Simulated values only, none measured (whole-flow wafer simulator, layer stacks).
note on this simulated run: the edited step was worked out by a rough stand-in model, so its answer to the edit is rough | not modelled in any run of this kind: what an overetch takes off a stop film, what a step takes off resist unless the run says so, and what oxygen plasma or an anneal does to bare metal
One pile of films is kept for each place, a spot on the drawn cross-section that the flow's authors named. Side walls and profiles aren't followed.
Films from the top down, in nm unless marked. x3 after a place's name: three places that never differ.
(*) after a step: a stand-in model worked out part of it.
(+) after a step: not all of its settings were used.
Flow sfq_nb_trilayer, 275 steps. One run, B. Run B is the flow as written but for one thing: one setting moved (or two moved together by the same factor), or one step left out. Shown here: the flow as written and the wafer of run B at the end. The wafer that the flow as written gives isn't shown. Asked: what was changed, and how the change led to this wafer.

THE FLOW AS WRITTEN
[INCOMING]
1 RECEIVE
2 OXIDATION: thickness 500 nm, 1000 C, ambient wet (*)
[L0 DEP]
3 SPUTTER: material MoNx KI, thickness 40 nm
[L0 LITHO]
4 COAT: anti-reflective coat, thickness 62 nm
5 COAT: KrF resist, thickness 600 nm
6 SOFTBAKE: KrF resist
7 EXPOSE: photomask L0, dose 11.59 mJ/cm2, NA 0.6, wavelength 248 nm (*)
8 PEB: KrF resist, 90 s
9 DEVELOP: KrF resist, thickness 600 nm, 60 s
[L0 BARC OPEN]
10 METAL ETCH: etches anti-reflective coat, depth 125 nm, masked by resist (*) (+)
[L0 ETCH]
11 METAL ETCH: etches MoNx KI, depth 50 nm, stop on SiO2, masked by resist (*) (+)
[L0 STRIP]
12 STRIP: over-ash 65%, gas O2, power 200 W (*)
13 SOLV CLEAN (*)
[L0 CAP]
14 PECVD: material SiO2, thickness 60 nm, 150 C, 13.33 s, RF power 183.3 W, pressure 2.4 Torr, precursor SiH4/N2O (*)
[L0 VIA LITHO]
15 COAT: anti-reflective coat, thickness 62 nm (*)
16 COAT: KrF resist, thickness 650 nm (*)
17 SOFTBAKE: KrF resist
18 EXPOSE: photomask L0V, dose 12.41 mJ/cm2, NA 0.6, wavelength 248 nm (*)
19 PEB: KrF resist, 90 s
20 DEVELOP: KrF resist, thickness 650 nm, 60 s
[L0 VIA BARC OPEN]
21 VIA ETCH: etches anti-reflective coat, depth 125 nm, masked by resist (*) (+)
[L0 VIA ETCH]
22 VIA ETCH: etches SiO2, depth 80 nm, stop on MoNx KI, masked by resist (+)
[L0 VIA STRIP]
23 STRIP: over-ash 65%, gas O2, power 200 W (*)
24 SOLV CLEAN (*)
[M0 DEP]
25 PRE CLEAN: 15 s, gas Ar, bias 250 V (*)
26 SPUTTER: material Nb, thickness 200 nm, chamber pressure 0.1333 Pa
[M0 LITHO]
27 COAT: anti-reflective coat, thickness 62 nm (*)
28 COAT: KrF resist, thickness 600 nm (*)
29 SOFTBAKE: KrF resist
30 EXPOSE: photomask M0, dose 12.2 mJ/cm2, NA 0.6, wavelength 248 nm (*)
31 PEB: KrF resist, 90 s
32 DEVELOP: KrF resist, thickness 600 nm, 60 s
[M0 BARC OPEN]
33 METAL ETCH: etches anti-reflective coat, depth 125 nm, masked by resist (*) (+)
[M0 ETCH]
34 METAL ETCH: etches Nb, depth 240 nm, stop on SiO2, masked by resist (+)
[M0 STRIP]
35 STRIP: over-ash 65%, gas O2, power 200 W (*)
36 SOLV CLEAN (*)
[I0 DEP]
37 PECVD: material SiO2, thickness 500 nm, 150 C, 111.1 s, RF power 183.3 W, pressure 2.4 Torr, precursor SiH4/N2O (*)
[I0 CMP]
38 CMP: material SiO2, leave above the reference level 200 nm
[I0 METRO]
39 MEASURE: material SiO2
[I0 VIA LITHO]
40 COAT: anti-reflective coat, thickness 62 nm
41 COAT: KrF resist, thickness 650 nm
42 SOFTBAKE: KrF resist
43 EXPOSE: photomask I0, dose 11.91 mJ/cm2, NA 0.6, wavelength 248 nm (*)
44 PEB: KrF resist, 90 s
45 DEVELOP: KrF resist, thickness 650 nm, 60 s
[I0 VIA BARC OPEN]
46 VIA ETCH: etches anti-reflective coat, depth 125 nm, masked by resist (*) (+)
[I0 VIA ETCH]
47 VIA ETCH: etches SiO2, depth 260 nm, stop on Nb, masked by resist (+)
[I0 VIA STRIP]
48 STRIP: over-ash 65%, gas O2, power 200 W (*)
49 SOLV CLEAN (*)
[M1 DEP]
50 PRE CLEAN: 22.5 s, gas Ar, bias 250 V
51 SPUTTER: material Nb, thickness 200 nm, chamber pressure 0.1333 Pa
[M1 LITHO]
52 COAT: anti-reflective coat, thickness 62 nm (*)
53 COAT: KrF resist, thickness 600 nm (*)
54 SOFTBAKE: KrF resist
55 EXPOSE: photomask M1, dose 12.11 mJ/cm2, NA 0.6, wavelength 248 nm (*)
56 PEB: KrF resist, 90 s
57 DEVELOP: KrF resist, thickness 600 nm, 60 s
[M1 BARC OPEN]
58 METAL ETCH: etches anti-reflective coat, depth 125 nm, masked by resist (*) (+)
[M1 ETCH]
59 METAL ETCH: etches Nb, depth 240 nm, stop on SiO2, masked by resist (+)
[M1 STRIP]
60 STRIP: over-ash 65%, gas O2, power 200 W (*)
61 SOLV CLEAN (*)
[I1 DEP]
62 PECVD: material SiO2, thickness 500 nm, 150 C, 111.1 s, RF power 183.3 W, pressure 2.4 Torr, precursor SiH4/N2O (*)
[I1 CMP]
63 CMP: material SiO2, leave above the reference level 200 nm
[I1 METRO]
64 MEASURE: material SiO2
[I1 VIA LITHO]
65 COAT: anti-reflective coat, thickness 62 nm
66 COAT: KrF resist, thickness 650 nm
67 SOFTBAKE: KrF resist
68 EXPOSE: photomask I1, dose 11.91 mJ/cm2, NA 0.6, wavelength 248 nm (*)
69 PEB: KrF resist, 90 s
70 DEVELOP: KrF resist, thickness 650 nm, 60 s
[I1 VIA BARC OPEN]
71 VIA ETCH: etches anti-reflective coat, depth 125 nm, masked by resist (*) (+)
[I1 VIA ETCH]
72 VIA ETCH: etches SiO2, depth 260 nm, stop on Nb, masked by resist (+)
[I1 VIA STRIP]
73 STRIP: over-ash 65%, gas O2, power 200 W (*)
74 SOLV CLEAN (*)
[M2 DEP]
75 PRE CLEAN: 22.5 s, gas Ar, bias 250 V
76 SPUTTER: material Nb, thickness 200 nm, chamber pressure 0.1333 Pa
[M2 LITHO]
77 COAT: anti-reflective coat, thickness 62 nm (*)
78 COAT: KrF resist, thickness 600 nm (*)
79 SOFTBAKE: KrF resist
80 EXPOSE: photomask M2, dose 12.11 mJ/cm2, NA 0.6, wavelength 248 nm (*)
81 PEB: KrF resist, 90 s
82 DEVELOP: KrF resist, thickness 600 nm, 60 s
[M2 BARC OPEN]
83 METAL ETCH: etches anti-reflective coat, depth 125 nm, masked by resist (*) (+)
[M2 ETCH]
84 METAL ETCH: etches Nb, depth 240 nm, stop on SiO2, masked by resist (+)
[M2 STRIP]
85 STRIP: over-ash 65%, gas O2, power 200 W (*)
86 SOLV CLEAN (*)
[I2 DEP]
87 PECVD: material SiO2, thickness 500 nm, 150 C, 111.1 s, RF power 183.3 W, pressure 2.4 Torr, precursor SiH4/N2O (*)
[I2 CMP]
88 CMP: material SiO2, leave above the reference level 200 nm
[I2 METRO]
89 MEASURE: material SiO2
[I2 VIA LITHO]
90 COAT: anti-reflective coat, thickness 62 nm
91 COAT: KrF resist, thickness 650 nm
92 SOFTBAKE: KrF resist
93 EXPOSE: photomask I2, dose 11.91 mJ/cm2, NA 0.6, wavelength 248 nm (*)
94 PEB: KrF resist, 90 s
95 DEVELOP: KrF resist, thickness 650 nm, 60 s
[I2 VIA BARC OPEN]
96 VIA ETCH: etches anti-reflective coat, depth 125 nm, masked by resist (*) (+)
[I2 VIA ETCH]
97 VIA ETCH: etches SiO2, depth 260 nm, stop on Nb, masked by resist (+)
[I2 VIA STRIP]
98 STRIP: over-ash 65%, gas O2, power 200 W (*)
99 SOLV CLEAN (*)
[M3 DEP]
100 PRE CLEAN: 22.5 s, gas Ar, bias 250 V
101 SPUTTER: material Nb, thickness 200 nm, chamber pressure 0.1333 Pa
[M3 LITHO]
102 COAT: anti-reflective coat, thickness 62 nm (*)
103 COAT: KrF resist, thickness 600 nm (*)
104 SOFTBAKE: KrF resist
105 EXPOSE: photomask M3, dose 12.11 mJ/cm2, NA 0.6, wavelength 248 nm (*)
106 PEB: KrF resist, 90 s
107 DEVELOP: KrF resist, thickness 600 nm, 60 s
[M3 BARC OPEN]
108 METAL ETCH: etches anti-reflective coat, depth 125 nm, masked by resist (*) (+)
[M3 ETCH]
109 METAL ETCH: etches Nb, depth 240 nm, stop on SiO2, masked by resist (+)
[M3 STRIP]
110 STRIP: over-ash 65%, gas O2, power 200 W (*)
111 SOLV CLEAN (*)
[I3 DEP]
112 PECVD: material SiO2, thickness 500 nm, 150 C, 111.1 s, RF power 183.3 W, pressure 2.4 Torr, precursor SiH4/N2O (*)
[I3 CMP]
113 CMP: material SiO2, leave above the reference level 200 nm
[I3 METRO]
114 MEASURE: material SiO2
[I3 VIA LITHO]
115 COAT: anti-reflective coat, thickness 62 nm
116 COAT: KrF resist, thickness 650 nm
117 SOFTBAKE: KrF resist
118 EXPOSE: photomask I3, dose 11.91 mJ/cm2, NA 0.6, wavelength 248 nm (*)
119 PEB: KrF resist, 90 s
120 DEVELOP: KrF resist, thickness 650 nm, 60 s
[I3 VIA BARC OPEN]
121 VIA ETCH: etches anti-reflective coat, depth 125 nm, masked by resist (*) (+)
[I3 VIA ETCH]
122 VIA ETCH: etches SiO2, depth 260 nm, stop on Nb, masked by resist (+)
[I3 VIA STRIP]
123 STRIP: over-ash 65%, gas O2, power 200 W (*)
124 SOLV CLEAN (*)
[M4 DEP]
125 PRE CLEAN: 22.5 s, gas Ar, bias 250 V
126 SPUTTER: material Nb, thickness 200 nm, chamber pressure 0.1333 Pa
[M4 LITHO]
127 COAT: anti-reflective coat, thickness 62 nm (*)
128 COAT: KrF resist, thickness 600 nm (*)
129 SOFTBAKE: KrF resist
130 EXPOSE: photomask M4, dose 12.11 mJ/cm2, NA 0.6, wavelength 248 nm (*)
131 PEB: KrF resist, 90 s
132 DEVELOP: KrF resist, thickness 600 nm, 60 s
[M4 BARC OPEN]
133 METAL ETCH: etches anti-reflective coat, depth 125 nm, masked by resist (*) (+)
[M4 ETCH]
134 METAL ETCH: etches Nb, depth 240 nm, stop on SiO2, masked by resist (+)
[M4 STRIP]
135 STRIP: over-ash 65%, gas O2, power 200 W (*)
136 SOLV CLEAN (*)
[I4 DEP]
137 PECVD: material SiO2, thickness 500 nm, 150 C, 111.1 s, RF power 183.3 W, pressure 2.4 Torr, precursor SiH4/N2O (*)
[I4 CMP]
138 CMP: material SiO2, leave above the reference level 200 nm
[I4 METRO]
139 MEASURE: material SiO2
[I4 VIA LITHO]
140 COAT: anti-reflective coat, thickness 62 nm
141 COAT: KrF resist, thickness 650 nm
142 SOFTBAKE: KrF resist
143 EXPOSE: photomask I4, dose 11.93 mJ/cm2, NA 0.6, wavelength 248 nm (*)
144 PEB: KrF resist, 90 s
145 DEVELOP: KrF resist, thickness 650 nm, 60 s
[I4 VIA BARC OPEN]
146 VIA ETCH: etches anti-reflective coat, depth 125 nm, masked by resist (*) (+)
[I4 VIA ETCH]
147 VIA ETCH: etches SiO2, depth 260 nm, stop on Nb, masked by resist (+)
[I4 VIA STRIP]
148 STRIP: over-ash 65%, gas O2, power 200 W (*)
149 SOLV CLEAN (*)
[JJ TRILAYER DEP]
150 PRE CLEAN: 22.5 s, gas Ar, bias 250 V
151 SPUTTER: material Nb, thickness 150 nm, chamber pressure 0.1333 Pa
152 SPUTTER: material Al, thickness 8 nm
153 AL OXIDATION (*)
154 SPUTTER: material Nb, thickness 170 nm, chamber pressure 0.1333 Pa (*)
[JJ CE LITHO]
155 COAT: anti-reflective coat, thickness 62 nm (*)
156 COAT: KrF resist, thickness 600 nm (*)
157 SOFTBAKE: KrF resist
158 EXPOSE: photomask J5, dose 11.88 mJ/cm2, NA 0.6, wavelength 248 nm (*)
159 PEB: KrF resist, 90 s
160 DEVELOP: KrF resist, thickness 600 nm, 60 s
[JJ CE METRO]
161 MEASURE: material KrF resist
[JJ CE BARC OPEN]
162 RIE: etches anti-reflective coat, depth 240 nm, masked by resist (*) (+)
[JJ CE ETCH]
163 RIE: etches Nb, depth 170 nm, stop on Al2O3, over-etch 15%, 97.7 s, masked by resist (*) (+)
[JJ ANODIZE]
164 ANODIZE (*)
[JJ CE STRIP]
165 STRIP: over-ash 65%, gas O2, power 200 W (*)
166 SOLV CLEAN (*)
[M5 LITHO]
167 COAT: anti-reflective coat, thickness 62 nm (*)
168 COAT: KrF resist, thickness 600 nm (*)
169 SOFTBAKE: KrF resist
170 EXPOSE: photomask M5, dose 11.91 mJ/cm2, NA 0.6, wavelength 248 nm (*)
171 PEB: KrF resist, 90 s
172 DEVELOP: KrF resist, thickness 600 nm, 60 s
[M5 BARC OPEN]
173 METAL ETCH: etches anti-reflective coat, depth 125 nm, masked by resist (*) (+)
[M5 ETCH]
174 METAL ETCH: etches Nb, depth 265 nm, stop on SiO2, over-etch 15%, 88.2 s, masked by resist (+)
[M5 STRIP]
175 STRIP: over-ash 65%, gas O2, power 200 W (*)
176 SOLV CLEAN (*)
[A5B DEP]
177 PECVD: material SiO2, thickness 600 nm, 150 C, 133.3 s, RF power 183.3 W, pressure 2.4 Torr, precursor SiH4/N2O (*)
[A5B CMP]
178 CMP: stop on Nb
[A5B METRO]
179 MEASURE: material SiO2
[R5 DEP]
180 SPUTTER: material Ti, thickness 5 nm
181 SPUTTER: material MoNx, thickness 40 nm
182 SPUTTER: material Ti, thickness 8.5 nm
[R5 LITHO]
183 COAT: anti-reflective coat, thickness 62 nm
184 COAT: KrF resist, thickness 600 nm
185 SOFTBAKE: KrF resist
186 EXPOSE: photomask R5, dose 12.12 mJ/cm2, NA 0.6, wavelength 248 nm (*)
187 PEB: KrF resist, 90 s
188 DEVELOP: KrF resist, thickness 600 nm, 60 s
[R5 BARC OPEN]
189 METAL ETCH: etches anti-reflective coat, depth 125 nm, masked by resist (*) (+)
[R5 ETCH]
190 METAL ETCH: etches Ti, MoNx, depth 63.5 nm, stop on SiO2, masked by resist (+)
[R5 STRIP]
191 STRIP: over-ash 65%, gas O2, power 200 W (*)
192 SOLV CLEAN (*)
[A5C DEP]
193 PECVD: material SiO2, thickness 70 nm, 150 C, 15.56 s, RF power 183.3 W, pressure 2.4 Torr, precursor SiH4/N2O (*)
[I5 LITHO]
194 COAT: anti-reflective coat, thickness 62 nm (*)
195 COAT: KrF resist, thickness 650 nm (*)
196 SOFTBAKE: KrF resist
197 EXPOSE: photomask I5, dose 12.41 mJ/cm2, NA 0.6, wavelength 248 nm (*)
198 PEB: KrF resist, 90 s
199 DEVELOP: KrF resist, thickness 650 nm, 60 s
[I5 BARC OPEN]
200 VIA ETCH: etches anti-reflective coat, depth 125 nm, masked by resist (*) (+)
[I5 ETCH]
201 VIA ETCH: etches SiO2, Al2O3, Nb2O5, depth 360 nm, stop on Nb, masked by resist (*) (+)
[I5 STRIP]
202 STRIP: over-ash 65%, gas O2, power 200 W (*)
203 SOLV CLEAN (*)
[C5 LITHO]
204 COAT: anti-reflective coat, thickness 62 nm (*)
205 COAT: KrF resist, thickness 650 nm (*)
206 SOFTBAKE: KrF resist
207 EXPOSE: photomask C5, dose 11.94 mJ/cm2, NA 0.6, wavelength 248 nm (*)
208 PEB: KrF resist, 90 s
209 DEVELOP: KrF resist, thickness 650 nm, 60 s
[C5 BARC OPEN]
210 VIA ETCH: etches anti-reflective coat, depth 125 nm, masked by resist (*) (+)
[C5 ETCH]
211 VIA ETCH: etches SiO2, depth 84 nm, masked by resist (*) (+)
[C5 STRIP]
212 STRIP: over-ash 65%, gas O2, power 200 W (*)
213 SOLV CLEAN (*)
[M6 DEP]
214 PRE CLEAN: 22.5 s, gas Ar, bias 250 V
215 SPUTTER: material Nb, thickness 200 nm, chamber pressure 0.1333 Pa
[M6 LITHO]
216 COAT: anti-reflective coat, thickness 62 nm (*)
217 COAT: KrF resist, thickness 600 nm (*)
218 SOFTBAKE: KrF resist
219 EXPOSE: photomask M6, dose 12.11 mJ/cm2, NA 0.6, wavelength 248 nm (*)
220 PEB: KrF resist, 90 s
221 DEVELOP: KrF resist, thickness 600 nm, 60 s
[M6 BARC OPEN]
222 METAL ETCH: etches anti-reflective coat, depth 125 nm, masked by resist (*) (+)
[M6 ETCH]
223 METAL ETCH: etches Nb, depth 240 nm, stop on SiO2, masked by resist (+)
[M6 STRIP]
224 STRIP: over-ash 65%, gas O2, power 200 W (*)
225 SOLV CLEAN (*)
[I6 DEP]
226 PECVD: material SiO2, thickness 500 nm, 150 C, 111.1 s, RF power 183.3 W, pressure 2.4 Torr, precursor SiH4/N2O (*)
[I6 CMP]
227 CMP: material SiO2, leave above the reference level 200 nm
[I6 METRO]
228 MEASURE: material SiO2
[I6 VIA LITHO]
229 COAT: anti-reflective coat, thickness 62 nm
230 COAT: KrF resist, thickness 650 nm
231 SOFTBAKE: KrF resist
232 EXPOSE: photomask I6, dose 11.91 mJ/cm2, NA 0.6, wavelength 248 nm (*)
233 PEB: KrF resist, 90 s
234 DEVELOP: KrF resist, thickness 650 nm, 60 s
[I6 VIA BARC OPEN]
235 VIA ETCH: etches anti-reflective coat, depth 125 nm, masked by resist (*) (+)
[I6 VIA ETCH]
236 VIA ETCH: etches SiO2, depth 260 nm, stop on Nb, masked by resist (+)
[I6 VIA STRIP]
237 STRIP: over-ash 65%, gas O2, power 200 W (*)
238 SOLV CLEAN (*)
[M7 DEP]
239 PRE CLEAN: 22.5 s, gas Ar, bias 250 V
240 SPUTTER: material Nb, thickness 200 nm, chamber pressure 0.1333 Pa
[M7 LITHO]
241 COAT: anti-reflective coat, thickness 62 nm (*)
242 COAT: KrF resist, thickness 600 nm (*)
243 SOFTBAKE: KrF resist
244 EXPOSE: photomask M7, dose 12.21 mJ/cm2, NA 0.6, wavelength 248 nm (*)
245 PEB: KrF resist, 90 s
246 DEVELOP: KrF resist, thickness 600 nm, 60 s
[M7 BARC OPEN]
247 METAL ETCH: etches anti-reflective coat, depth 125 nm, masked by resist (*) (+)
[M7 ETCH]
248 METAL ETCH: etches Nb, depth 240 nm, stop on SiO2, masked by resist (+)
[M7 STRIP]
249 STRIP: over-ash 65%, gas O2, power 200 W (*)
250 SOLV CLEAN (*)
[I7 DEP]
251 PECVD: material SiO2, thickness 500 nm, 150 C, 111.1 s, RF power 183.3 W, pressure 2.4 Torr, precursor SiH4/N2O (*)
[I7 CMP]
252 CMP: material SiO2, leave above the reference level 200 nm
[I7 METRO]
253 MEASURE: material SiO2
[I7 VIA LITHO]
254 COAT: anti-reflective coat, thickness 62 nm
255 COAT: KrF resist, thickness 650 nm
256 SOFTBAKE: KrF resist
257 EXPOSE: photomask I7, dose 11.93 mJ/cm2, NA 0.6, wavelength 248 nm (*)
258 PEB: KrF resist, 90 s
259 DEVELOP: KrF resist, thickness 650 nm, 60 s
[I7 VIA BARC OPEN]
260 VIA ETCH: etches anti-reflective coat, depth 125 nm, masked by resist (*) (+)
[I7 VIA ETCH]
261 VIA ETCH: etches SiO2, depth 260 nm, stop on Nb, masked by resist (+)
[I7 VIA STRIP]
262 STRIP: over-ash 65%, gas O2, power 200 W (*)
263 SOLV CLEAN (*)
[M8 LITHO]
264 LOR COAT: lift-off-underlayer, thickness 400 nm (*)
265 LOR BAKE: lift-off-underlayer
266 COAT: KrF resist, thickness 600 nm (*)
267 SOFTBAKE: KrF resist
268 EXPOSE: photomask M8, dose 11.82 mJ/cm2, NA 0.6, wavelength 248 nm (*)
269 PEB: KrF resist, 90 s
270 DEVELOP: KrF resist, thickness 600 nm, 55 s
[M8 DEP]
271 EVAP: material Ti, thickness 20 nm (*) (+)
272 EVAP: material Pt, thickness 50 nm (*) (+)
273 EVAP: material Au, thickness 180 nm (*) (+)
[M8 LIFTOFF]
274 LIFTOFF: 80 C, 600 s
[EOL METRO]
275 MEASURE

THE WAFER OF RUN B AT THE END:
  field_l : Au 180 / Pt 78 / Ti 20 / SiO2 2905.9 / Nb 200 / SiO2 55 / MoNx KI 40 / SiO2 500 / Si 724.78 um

The cause: step 272, EVAP: thickness 78 nm was run, where the flow has thickness 50 nm.
It can be read off the wafer: field_l has Pt 78, and step 272 as written asks for 50 nm.

How the change led to this, step by step:
  272 EVAP: material Pt, thickness 50 nm (*) (+)
      field_l, v_sur, via_wl and 103 more: Pt +78 (new film) (as written it would be: Pt +50 (new film))
  274 LIFTOFF: 80 C, 600 s
      p4_fl, p4_fm, p4_w1 and 71 more: Au -180 (all of it), Pt -78 (all of it), Ti -20 (all of it), KrF resist -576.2 (all of it), lift-off-underlayer -400 (all of it) (as written it would be: Au -180 (all of it), Pt -50 (all of it), Ti -20 (all of it), KrF resist -576.2 (all of it), lift-off-underlayer -400 (all of it))
      c5j, ce_r: Au -180 (all of it), Pt -78 (all of it), Ti -20 (all of it), KrF resist -573.3 (all of it), lift-off-underlayer -399.3 (all of it) (as written it would be: Au -180 (all of it), Pt -50 (all of it), Ti -20 (all of it), KrF resist -573.3 (all of it), lift-off-underlayer -399.3 (all of it))
      (and at 19 more places)
